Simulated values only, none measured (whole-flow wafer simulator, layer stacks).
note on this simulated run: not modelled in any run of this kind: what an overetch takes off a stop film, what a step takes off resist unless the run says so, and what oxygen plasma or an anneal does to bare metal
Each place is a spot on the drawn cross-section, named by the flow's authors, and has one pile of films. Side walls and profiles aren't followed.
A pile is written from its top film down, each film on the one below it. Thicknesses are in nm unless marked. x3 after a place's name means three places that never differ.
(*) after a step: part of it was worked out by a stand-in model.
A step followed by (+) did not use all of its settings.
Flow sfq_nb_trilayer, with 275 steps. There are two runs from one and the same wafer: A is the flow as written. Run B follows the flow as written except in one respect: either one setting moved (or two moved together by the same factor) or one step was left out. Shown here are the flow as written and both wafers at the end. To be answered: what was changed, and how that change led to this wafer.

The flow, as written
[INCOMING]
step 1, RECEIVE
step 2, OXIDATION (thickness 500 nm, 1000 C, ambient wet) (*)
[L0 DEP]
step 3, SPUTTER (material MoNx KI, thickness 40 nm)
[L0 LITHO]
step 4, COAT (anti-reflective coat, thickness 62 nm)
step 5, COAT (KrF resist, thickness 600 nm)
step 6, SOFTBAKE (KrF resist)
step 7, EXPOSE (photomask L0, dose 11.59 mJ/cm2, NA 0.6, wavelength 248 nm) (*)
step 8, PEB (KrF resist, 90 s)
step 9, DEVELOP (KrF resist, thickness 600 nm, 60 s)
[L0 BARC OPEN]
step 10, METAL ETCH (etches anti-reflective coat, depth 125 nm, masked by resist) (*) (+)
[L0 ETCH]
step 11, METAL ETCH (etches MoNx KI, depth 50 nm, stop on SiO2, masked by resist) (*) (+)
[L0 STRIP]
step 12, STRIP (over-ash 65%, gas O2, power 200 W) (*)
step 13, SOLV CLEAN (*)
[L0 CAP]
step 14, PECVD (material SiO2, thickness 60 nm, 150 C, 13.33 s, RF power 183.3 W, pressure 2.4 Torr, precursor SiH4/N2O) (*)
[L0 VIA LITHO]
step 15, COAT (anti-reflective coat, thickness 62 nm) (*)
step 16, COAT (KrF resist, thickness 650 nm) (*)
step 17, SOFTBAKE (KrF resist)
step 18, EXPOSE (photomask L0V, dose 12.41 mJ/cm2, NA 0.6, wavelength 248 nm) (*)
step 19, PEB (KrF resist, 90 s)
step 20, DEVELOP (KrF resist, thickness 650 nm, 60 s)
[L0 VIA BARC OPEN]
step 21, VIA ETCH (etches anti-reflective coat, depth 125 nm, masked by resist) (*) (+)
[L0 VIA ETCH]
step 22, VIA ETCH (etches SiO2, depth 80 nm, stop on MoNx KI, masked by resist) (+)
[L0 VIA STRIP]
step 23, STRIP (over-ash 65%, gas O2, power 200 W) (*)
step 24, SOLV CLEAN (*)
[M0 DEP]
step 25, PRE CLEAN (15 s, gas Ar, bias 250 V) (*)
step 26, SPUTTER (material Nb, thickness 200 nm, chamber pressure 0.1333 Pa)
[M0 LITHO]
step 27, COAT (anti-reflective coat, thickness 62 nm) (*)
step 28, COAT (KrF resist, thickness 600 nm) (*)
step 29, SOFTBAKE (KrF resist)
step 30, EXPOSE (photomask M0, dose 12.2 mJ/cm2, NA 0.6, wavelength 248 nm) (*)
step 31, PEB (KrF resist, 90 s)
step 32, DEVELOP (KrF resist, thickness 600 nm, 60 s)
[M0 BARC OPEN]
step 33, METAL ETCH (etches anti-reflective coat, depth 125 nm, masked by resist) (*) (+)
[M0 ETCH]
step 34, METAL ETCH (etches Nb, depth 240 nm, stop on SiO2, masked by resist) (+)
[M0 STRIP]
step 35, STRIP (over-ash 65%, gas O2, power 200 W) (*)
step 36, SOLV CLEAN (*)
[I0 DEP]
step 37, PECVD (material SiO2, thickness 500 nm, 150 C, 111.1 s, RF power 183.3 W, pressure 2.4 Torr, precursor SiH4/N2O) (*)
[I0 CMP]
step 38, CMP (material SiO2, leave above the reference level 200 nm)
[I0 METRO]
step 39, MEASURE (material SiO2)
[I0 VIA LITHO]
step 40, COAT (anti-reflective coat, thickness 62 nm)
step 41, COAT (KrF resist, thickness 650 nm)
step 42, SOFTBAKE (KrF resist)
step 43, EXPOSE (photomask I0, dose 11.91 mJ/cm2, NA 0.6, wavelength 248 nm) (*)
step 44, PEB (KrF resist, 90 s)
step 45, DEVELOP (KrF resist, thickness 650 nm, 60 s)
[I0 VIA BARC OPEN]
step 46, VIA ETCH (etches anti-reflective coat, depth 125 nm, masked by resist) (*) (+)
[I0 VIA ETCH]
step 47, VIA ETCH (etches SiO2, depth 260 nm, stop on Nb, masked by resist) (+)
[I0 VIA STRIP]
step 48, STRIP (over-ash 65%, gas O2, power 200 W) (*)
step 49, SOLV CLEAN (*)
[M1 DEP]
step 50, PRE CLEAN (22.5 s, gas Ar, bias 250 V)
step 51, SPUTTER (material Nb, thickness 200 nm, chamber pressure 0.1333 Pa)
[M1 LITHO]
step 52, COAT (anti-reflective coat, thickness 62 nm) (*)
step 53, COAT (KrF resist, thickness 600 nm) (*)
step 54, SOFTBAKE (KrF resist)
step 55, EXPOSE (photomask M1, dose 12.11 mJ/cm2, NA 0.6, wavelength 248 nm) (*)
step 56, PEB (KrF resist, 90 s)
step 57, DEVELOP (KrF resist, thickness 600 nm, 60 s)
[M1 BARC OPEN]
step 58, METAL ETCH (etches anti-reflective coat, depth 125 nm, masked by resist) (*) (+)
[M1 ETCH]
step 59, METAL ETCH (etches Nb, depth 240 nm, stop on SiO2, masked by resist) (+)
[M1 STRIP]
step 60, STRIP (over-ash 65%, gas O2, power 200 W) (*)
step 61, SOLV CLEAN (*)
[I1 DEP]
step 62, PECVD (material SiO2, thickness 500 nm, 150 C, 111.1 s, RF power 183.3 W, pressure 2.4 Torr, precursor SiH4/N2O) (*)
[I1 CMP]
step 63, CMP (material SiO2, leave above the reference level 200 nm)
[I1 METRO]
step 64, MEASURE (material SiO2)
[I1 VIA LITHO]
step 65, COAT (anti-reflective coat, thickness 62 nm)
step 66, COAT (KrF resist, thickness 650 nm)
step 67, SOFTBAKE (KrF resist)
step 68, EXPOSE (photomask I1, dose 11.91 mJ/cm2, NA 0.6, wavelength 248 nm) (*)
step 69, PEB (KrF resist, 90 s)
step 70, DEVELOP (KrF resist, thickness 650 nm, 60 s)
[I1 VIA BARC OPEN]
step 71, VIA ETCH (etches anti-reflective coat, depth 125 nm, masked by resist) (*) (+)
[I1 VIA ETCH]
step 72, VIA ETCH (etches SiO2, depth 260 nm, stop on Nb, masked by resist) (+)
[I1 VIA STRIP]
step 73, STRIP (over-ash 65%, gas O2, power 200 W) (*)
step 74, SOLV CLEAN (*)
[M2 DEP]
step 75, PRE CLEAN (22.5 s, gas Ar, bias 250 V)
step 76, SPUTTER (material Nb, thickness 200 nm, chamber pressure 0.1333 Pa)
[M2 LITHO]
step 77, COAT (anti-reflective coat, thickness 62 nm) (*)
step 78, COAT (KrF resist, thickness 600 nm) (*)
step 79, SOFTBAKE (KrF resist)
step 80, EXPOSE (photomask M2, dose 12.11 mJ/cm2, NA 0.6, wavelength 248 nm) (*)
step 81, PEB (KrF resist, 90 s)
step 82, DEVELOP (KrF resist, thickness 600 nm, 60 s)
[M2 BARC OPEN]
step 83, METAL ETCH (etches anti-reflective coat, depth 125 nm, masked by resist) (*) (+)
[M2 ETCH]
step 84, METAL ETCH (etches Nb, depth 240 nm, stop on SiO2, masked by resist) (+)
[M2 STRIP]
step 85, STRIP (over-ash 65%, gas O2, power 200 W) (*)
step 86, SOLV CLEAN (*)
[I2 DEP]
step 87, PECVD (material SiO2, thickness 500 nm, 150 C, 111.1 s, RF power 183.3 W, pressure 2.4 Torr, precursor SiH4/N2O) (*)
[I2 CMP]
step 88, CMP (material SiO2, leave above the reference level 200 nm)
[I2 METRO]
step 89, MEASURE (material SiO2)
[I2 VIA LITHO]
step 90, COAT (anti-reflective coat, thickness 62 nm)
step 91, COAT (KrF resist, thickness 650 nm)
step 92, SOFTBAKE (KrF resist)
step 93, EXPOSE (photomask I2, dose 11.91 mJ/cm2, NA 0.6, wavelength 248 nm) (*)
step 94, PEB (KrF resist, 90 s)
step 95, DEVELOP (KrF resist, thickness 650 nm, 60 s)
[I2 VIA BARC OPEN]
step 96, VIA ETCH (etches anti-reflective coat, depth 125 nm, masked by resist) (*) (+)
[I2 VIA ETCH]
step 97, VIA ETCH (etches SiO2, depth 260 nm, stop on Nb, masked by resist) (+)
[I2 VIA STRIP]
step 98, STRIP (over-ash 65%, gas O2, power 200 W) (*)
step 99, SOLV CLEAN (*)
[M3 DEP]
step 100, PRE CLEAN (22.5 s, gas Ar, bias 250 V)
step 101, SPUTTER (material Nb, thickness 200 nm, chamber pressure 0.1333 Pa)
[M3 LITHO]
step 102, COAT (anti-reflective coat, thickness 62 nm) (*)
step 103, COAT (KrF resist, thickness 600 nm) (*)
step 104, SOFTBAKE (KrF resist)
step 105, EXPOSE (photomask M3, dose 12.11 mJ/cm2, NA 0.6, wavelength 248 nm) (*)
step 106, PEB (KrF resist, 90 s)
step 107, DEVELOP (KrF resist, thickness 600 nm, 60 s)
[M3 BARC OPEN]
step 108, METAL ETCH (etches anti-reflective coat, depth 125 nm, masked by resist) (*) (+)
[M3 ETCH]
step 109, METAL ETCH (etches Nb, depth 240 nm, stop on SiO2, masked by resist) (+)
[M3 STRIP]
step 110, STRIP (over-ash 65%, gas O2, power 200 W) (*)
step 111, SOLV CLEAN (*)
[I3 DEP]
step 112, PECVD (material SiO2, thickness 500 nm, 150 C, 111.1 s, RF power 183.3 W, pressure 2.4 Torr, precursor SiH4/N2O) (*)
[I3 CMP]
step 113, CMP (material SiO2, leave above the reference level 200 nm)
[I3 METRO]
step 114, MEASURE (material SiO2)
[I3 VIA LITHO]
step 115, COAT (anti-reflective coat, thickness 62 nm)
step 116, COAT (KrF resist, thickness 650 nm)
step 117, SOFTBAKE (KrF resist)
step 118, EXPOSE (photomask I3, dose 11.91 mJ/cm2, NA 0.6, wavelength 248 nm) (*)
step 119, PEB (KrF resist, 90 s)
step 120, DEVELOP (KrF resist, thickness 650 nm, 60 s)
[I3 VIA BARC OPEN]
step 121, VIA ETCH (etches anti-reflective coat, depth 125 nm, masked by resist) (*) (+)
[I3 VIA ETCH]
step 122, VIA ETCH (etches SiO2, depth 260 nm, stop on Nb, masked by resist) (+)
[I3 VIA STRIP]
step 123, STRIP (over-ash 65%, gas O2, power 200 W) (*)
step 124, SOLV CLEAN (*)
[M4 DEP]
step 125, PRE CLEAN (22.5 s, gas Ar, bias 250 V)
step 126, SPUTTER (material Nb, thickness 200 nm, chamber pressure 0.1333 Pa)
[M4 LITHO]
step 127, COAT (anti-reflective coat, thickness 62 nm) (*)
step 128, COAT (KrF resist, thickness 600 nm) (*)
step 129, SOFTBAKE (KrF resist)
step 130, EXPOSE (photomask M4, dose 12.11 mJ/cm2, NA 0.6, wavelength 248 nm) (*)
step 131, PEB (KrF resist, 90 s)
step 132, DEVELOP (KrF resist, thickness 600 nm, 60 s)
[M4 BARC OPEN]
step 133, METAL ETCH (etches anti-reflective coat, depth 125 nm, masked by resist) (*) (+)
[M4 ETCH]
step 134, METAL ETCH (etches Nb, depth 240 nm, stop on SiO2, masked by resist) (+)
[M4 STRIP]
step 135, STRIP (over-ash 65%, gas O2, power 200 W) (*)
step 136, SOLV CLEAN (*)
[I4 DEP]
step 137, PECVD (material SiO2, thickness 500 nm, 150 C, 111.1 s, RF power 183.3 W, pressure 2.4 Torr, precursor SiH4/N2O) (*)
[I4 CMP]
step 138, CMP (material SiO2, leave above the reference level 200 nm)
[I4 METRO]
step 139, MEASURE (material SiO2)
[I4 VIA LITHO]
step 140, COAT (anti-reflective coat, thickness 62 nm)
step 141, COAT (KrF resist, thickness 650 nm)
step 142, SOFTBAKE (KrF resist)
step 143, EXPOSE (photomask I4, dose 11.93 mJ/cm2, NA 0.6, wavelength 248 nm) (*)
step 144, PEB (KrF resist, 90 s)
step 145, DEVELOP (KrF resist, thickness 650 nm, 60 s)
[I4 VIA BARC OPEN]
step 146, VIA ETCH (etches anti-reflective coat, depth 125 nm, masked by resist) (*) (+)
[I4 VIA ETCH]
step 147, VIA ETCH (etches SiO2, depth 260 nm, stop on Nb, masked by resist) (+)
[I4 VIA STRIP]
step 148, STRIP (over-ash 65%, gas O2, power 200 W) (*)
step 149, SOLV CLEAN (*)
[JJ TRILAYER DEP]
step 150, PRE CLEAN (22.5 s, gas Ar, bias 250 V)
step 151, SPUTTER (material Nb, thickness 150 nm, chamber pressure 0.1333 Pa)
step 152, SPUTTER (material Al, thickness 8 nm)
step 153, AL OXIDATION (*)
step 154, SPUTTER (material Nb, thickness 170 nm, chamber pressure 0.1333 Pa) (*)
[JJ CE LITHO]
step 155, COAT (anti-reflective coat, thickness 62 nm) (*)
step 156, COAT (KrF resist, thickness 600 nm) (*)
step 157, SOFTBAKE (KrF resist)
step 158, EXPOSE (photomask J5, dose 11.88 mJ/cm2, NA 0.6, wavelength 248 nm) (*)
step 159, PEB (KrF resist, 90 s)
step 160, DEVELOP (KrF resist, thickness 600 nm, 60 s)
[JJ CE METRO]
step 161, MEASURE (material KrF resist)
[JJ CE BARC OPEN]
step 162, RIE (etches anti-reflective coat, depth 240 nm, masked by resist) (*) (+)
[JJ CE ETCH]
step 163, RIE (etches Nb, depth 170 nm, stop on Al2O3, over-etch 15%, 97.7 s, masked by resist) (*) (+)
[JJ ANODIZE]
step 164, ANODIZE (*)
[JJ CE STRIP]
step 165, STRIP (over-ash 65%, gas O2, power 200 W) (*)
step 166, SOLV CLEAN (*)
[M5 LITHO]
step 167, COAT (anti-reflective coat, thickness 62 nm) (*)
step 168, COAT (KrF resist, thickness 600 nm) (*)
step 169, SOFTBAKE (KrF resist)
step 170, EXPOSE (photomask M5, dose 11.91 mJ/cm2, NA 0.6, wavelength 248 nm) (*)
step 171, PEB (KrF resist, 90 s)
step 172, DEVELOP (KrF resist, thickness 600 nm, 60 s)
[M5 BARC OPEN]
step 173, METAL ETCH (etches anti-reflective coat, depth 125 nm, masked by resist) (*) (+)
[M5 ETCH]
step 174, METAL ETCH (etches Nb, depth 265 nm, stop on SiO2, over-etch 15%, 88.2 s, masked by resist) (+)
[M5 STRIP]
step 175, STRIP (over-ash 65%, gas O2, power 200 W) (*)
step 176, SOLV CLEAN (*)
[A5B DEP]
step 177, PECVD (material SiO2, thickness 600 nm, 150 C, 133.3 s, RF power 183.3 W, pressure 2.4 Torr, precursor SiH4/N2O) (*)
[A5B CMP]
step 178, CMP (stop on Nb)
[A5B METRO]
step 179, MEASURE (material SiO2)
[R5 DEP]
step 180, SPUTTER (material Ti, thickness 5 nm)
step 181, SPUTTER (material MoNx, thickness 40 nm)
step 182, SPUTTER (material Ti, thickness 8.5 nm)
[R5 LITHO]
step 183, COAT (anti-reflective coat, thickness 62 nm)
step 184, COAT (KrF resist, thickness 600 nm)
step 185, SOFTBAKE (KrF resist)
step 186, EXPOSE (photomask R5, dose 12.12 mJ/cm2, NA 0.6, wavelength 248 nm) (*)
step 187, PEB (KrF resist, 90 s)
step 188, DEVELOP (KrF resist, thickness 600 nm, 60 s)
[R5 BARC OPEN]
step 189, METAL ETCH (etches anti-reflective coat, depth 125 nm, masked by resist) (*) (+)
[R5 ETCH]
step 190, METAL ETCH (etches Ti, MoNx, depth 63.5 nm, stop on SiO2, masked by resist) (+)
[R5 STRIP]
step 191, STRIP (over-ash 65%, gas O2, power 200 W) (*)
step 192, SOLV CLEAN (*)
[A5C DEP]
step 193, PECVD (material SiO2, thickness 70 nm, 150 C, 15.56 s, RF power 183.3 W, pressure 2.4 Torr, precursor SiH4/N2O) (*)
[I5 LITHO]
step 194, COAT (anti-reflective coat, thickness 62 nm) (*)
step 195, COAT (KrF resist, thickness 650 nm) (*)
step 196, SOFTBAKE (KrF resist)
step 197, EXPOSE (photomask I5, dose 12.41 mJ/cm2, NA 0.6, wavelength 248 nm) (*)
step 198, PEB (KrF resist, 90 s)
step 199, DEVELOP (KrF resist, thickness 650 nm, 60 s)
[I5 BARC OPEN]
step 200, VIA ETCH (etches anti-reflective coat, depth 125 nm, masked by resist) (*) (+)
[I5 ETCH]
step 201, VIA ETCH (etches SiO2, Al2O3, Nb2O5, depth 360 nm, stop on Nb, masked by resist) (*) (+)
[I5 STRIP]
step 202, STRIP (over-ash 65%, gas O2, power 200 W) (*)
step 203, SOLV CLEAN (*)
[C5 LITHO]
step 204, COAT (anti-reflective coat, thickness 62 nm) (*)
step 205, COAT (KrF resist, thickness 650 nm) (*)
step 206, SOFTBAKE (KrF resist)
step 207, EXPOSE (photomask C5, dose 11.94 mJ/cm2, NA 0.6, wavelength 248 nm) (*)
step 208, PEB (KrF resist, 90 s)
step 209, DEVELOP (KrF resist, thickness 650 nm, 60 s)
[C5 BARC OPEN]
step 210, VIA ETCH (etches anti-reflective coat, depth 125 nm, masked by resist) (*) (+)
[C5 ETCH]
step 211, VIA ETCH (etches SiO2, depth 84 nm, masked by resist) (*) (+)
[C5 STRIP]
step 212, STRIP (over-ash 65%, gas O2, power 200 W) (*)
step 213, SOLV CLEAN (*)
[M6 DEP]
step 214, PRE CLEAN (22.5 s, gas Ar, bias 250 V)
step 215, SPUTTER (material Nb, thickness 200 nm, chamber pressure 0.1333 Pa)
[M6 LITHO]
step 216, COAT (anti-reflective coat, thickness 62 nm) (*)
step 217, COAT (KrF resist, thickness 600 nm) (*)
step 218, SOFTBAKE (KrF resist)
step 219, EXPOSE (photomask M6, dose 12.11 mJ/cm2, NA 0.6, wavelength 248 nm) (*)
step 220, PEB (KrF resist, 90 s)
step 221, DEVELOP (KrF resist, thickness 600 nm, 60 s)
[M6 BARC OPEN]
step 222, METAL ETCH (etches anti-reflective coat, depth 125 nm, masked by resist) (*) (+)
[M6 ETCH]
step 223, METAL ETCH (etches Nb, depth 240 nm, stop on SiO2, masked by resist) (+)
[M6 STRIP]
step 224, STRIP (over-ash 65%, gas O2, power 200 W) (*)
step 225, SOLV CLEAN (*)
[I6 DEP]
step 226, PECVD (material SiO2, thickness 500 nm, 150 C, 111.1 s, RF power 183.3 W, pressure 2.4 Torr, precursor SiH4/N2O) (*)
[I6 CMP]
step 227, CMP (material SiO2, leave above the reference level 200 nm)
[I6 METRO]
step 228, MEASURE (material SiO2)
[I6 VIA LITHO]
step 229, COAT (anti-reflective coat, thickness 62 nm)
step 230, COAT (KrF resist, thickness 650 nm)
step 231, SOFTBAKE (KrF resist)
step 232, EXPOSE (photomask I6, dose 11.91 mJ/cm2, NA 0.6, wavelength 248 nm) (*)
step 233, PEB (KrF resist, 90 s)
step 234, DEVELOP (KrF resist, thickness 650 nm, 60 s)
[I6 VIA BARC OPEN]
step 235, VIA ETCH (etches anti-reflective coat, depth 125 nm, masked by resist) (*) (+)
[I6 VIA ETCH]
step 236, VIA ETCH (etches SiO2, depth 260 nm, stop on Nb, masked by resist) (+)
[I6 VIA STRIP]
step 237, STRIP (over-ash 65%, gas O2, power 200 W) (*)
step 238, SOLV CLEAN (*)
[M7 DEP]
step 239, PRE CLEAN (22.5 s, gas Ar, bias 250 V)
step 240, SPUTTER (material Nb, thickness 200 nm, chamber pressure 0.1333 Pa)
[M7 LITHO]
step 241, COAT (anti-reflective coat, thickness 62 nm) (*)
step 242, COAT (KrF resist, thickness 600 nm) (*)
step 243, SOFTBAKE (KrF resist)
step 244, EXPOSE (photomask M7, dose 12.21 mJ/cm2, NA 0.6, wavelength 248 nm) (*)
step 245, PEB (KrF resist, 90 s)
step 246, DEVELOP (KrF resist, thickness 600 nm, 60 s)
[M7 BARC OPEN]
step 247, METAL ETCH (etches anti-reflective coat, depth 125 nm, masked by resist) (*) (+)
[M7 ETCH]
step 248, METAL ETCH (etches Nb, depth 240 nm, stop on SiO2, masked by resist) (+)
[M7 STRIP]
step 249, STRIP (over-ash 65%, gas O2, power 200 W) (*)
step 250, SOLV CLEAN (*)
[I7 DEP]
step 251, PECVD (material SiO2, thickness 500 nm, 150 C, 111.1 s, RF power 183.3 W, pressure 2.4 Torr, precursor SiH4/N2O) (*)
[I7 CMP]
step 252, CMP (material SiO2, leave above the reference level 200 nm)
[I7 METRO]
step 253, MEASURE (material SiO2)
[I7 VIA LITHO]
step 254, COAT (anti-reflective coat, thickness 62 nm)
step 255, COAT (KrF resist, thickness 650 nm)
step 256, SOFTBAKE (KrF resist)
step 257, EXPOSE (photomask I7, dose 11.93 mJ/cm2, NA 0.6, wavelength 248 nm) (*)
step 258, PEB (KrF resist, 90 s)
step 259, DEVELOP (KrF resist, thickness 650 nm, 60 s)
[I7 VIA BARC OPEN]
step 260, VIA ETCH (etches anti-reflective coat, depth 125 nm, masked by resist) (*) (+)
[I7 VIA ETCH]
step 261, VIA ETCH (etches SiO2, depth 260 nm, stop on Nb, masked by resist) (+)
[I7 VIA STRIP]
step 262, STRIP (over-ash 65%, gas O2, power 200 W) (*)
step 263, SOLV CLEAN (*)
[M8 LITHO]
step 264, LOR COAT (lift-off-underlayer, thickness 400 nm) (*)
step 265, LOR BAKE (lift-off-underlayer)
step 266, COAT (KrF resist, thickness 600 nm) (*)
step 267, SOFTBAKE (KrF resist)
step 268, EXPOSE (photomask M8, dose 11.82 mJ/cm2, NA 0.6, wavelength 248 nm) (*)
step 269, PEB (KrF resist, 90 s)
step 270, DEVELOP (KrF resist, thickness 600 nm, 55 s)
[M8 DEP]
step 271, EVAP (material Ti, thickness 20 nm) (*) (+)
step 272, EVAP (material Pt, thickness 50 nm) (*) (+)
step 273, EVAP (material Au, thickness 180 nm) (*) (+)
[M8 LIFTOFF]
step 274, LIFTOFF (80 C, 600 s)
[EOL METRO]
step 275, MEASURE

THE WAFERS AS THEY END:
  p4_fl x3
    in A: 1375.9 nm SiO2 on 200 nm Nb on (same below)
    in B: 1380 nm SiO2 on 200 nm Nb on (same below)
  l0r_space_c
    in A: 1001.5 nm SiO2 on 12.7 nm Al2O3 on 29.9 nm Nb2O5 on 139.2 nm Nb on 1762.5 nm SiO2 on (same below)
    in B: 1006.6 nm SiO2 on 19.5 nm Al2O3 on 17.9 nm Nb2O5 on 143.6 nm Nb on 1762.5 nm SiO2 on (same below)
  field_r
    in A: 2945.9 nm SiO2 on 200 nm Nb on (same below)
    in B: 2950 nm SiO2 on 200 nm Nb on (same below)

Cause: step 152, SPUTTER: thickness 12.1 nm was run, whereas the flow has thickness 8 nm.

How this came from the change, step by step:
  step 152, SPUTTER (material Al, thickness 8 nm)
      field_l, v_sur, via_sp and 100 more: A +8 Al (new film) | B +12.1 Al (new film)
      via_wl, via_wr: A +5.14 Al (new film) | B +7.77 Al (new film)
      (as well as at 1 more place)
  step 164, ANODIZE (*)
      field_l, v_sur, via_sp and 96 more: A +12.2 Al2O3, +29.9 Nb2O5 (new film), -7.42 Al (all of it), -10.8 Nb | B +19 Al2O3, +17.9 Nb2O5 (new film), -11.5 Al (all of it), -6.42 Nb
      via_wl, via_wr: A +7.52 Al2O3 (new film), +39.2 Nb2O5 (new film), -4.56 Al (all of it), -14.1 Nb | B +11.9 Al2O3 (new film), +31.4 Nb2O5 (new film), -7.19 Al (all of it), -11.3 Nb
      (as well as at 1 more place)
  step 167, COAT (anti-reflective coat, thickness 62 nm) (*)
      ce_l: A +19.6 anti-reflective coat (new film) | B +18.4 anti-reflective coat (new film)
      ce_r: A +19.7 anti-reflective coat (new film) | B +18.4 anti-reflective coat (new film)
  step 174, METAL ETCH (etches Nb, depth 265 nm, stop on SiO2, over-etch 15%, 88.2 s, masked by resist) (+)
      field_l, r_sur, res and 50 more: A -12.6 Al2O3 (all of it), -29.9 Nb2O5 (all of it), -139.2 Nb (all of it), -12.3 SiO2 | B -19.4 Al2O3 (all of it), -17.9 Nb2O5 (all of it), -143.6 Nb (all of it), -12.4 SiO2
  step 175, STRIP (over-ash 65%, gas O2, power 200 W) (*)
      ce_l: A -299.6 KrF resist (all of it), -19.6 anti-reflective coat (all of it) | B -297.1 KrF resist (all of it), -18.4 anti-reflective coat (all of it)
      ce_r: A -299.9 KrF resist (all of it), -19.7 anti-reflective coat (all of it) | B -297.4 KrF resist (all of it), -18.4 anti-reflective coat (all of it)
  step 178, CMP (stop on Nb)
      via_wl, via_wr: A -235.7 SiO2 | B -230.9 SiO2
      via_w: A -235.2 SiO2 | B -230.2 SiO2
  step 201, VIA ETCH (etches SiO2, Al2O3, Nb2O5, depth 360 nm, stop on Nb, masked by resist) (*) (+)
      be: A -216.4 SiO2 (all of it), -12.7 Al2O3 (all of it), -29.9 Nb2O5 (all of it) | B -221.4 SiO2 (all of it), -19.5 Al2O3 (all of it), -17.9 Nb2O5 (all of it)
